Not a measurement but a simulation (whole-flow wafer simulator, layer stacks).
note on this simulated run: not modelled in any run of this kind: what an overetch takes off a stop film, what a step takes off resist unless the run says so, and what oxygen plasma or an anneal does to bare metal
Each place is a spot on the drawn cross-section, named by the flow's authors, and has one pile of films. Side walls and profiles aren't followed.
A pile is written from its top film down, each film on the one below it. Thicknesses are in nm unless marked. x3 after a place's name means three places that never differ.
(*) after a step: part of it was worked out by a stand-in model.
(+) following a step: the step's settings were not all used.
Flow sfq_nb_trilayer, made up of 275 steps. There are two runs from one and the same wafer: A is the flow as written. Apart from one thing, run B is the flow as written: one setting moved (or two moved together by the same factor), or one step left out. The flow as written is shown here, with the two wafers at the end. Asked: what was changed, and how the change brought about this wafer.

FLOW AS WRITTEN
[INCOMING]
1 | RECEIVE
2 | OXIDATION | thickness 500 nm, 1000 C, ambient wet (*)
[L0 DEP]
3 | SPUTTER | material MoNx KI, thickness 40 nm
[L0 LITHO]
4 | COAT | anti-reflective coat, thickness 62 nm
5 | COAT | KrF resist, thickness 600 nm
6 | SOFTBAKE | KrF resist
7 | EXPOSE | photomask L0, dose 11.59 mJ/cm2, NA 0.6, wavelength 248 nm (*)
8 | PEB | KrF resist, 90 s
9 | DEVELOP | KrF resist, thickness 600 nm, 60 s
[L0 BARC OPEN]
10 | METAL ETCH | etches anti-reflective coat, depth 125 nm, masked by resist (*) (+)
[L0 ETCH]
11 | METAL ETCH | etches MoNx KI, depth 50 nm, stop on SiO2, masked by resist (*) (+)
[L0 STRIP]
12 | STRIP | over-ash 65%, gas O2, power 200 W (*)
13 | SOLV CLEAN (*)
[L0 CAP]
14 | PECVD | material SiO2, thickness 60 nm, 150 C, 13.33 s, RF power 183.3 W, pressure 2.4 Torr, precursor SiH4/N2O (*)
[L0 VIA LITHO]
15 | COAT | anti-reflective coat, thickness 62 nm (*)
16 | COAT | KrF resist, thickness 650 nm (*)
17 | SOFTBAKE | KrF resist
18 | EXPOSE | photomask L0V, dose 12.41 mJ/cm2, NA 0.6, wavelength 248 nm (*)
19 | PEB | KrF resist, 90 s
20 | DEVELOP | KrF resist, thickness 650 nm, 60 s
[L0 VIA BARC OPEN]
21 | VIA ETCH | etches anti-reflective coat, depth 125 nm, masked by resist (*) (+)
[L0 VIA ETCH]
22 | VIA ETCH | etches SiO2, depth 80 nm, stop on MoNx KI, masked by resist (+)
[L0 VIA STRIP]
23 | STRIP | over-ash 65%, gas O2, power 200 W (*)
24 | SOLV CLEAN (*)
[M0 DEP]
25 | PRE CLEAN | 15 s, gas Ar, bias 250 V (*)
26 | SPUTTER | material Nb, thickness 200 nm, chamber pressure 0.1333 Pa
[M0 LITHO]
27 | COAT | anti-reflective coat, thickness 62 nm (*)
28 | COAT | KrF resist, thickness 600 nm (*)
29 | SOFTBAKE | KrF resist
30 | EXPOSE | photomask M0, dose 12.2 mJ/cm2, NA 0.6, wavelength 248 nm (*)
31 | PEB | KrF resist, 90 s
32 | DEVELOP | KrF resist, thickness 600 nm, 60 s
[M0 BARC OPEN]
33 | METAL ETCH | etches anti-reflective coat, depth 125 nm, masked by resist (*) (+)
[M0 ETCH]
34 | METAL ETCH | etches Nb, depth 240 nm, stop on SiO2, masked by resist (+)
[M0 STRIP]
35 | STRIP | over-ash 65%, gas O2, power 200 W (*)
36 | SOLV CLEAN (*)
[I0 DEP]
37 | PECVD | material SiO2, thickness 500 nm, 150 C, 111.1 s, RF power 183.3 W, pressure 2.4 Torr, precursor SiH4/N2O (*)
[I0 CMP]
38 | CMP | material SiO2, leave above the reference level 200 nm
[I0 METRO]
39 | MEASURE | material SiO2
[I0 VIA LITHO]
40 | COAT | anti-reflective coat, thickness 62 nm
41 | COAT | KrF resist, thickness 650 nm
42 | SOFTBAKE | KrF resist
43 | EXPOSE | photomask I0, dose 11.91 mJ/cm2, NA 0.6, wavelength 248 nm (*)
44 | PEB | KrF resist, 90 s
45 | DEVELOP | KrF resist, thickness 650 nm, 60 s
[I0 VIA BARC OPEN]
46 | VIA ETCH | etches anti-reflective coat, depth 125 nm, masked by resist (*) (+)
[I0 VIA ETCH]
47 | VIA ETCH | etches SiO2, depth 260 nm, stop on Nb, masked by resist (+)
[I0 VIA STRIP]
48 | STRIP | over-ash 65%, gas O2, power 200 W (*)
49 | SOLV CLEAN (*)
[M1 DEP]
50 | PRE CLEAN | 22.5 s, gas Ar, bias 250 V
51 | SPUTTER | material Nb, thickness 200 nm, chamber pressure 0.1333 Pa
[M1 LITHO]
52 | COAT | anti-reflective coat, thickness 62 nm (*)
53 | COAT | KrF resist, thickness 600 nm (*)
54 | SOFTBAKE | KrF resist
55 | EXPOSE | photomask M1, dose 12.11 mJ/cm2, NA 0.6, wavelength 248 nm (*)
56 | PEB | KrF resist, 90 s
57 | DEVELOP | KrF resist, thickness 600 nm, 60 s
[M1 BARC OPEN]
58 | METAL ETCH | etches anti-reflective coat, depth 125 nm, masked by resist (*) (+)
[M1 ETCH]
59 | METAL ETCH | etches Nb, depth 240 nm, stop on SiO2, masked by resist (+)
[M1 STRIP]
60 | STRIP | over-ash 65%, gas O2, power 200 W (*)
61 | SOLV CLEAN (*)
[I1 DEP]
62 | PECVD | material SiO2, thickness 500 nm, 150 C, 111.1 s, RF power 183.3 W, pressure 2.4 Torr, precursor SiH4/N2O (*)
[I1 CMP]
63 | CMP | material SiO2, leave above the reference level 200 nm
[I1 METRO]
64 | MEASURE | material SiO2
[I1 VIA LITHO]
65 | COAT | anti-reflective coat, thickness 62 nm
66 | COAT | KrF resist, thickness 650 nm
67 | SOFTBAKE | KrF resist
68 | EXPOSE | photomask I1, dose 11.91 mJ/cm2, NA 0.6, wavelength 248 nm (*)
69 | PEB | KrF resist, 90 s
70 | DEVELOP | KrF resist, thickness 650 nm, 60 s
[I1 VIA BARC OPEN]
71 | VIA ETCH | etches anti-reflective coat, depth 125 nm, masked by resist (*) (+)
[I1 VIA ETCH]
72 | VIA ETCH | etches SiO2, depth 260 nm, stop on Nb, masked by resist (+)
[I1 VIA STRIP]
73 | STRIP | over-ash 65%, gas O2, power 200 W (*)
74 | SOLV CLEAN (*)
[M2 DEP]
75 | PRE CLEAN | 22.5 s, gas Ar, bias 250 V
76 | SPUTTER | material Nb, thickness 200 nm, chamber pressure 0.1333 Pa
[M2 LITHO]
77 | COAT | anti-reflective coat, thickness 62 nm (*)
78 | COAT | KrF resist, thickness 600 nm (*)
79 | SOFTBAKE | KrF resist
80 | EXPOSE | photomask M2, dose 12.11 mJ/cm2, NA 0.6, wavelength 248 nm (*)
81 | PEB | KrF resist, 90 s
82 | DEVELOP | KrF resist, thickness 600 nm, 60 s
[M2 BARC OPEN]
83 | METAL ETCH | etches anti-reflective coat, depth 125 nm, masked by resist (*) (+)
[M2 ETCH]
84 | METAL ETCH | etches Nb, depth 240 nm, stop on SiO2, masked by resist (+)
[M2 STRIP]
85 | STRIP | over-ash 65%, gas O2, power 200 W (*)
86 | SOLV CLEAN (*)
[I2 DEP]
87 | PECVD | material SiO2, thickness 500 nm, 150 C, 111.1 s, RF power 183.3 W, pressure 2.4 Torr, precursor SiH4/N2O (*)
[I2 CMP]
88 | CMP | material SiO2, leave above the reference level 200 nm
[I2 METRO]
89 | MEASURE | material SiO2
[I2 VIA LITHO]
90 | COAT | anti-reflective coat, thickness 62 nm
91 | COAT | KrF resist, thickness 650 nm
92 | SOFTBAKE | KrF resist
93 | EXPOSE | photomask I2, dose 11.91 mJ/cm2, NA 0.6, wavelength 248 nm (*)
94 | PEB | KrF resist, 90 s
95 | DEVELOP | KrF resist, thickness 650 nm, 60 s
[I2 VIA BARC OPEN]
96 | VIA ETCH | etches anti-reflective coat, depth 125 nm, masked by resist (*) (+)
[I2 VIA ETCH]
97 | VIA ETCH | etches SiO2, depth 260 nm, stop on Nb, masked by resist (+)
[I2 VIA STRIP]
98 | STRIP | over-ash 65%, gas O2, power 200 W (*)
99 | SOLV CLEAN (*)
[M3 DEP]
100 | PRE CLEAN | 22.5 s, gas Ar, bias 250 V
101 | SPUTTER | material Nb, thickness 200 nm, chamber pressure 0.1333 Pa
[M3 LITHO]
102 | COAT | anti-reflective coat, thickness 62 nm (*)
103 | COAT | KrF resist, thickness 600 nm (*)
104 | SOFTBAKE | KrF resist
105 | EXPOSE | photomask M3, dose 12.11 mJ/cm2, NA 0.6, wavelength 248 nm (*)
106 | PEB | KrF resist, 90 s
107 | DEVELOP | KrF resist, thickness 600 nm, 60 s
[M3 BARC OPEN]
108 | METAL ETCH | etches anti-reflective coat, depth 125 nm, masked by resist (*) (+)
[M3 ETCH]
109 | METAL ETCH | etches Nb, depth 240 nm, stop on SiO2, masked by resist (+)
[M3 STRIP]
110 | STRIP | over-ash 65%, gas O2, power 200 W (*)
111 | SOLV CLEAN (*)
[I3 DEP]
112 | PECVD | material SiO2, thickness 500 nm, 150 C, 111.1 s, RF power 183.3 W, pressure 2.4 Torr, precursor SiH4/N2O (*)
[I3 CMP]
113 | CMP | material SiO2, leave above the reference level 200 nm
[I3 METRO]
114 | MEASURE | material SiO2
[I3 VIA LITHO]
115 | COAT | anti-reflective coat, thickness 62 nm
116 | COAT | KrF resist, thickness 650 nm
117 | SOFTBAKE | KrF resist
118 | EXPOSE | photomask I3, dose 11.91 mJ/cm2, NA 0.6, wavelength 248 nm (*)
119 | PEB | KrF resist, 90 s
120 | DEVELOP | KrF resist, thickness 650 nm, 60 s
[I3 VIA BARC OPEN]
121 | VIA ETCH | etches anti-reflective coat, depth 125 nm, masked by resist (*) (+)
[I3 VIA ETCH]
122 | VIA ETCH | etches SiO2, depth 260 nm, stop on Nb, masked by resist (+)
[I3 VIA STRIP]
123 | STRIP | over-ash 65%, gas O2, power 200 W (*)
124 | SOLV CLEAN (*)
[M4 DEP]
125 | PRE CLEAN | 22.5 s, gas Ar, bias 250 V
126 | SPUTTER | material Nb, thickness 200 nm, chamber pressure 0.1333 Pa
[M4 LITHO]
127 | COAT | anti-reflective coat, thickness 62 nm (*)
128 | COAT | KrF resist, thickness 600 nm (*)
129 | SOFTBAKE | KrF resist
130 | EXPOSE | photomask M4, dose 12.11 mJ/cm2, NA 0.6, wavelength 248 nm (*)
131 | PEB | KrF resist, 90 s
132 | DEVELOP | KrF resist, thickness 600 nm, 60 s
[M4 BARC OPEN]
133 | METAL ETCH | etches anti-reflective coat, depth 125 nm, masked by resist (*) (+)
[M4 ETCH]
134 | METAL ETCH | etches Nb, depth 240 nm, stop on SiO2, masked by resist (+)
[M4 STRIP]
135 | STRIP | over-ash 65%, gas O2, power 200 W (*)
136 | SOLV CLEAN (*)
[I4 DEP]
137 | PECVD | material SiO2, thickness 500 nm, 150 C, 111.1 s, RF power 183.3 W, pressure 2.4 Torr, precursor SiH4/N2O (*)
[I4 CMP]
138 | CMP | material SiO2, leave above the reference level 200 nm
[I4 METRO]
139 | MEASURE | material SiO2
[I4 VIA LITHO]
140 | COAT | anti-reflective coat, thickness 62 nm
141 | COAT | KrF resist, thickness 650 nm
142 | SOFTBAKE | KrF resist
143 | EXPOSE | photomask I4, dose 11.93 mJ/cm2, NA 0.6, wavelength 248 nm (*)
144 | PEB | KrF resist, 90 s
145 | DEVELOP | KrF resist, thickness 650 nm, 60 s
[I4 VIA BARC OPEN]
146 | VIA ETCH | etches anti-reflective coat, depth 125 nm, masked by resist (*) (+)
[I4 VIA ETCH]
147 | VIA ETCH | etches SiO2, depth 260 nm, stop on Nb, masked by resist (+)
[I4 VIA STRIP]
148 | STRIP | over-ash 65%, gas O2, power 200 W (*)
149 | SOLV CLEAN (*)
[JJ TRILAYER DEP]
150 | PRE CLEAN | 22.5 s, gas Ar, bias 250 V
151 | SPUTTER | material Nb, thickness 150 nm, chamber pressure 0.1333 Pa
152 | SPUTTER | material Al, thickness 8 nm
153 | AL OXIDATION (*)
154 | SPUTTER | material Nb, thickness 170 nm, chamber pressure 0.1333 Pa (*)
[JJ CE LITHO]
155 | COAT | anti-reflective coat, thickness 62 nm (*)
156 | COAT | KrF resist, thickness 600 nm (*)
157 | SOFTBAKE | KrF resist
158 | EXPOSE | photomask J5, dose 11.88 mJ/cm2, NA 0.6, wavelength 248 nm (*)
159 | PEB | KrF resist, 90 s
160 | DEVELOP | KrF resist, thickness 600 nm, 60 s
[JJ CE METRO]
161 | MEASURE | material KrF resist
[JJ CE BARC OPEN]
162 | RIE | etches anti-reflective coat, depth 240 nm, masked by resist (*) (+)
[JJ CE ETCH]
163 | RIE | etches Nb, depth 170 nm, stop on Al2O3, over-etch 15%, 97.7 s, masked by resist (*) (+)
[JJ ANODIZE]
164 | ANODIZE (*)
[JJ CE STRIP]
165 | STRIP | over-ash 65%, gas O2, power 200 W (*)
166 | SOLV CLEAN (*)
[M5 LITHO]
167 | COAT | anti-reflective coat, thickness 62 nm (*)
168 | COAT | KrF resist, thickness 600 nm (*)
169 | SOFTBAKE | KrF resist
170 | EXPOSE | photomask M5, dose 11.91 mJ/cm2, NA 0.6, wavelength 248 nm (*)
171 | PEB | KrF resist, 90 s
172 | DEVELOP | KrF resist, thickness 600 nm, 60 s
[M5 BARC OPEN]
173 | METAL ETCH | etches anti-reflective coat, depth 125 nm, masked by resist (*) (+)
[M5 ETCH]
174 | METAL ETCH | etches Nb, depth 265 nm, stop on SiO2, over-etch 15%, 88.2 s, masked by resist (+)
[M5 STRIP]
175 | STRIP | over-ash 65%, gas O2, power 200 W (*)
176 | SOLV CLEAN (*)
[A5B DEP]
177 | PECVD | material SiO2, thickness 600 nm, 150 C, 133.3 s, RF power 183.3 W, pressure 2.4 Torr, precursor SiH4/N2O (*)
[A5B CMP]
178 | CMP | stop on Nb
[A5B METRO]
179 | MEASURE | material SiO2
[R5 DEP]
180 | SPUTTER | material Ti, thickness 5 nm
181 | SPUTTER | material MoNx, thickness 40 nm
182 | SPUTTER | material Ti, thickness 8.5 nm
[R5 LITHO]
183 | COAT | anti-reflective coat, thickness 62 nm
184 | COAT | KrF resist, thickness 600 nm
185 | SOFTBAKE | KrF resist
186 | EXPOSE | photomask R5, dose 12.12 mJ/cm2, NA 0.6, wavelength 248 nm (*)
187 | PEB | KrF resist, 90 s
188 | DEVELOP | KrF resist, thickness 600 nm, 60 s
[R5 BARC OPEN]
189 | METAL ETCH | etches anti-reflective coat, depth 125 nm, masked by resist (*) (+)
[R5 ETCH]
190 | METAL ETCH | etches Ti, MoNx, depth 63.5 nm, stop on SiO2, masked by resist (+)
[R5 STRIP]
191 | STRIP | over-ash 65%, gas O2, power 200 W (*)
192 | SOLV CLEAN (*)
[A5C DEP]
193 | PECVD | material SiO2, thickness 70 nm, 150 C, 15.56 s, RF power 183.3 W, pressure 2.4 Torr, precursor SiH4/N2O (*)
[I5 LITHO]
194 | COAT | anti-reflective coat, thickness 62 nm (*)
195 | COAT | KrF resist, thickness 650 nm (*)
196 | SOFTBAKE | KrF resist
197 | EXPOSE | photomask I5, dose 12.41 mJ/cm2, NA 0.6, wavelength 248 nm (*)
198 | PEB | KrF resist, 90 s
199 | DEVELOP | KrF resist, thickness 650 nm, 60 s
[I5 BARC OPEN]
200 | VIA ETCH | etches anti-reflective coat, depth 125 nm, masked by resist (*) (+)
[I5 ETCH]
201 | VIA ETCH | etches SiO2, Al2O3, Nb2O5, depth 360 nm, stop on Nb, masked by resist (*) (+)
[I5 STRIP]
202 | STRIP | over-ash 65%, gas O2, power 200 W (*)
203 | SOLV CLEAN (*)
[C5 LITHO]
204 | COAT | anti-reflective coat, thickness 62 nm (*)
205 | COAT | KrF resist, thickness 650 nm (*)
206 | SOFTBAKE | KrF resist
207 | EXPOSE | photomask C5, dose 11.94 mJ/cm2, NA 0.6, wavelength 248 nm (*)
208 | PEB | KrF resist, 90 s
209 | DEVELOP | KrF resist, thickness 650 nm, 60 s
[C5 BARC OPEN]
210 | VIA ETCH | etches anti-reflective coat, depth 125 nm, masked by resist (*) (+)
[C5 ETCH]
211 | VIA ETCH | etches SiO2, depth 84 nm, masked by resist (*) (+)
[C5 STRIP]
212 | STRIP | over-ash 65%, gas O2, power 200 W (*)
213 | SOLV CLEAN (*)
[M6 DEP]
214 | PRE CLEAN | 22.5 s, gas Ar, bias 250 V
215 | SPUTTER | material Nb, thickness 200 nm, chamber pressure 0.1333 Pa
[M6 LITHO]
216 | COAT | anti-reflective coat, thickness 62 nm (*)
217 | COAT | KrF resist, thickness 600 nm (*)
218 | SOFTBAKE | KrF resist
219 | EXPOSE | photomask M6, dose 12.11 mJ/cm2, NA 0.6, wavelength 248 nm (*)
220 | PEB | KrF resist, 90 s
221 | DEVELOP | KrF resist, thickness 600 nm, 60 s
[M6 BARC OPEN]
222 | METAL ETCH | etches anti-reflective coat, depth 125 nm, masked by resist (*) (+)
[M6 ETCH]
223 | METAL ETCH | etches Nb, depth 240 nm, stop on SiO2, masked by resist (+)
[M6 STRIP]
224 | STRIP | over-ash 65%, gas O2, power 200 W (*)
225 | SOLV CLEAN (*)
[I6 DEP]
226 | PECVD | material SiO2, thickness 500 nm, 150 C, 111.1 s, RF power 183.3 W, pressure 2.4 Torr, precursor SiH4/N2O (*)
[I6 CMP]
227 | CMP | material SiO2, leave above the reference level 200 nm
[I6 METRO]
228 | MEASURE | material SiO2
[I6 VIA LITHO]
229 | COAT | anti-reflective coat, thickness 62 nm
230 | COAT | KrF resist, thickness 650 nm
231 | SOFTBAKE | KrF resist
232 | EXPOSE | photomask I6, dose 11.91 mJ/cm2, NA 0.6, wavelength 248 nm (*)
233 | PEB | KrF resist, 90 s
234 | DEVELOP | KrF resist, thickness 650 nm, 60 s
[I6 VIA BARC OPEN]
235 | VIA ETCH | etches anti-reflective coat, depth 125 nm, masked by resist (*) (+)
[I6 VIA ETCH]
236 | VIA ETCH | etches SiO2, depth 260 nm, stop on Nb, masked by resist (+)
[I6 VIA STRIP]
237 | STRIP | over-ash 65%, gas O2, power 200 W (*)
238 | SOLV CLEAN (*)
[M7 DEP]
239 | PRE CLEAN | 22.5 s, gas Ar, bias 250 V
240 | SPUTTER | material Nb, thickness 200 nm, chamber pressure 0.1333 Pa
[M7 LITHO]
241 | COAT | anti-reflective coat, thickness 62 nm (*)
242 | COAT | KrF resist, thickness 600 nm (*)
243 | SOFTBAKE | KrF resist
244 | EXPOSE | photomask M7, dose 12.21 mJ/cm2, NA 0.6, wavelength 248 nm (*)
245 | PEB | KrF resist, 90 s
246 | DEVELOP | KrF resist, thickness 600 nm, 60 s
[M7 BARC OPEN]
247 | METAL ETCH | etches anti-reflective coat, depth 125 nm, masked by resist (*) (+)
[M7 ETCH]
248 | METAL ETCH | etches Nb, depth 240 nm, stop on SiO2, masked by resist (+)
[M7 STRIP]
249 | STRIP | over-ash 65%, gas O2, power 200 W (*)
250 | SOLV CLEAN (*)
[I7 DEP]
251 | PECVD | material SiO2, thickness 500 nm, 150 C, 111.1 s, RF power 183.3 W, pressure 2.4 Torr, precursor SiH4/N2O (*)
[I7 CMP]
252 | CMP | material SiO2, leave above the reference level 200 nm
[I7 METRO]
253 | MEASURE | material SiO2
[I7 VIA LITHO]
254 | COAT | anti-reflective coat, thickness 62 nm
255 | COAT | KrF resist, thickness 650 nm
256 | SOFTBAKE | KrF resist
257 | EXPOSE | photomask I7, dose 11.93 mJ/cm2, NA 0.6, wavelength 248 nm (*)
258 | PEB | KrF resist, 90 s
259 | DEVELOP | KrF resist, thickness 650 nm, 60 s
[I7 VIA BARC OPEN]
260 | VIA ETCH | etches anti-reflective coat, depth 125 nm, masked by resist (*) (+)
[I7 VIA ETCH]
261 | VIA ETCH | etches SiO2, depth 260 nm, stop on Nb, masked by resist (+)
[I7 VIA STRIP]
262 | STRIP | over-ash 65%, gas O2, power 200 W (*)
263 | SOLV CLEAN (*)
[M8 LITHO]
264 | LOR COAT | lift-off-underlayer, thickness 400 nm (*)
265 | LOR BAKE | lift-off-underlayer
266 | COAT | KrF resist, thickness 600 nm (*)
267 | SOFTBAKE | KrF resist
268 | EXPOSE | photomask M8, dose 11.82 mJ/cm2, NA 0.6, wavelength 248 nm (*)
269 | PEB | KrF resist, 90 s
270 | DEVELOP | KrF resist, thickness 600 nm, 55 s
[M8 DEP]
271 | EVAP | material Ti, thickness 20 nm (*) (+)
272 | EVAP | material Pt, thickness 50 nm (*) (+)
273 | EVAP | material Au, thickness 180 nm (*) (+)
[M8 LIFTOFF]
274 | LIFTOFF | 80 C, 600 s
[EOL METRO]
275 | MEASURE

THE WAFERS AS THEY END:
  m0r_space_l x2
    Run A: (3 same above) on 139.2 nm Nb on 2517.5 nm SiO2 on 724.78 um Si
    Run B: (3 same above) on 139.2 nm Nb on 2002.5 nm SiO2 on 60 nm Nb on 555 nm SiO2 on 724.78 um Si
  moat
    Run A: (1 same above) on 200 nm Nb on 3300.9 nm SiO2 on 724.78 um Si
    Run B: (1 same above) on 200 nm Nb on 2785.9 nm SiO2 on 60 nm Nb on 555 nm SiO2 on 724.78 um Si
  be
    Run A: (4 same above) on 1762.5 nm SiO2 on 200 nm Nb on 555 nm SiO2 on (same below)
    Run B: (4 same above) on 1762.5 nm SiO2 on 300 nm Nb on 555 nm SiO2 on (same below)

The reason: step 26, SPUTTER: thickness 300 nm was run, though the flow has thickness 200 nm.
The wafer lets one read it off: be has Nb 300, and step 26 as written asks for 200 nm.

How this came from the change, step by step:
  26 | SPUTTER | material Nb, thickness 200 nm, chamber pressure 0.1333 Pa
      field_l, v_sur, via_wl and 102 more: A +200 Nb (new film) | B +300 Nb (new film)
      l0v: A +195.7 Nb (new film) | B +296 Nb (new film)
  34 | METAL ETCH | etches Nb, depth 240 nm, stop on SiO2, masked by resist (+)
      moat, m0r_space_l x2: A -200 Nb (all of it) | B -240 Nb
  37 | PECVD | material SiO2, thickness 500 nm, 150 C, 111.1 s, RF power 183.3 W, pressure 2.4 Torr, precursor SiH4/N2O (*)
      moat, m0r_space_l x2: A +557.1 SiO2 | B +597.1 SiO2 (new film)
If metal films that touch count as one body, m0r_space_l x2 has 2 bodies (between them, from the top down: SiO2 2002.5); the flow as written gives 1 body.
If metal films that touch count as one body, moat has 2 bodies (between them, from the top down: SiO2 2785.9); the flow as written gives 1 body.
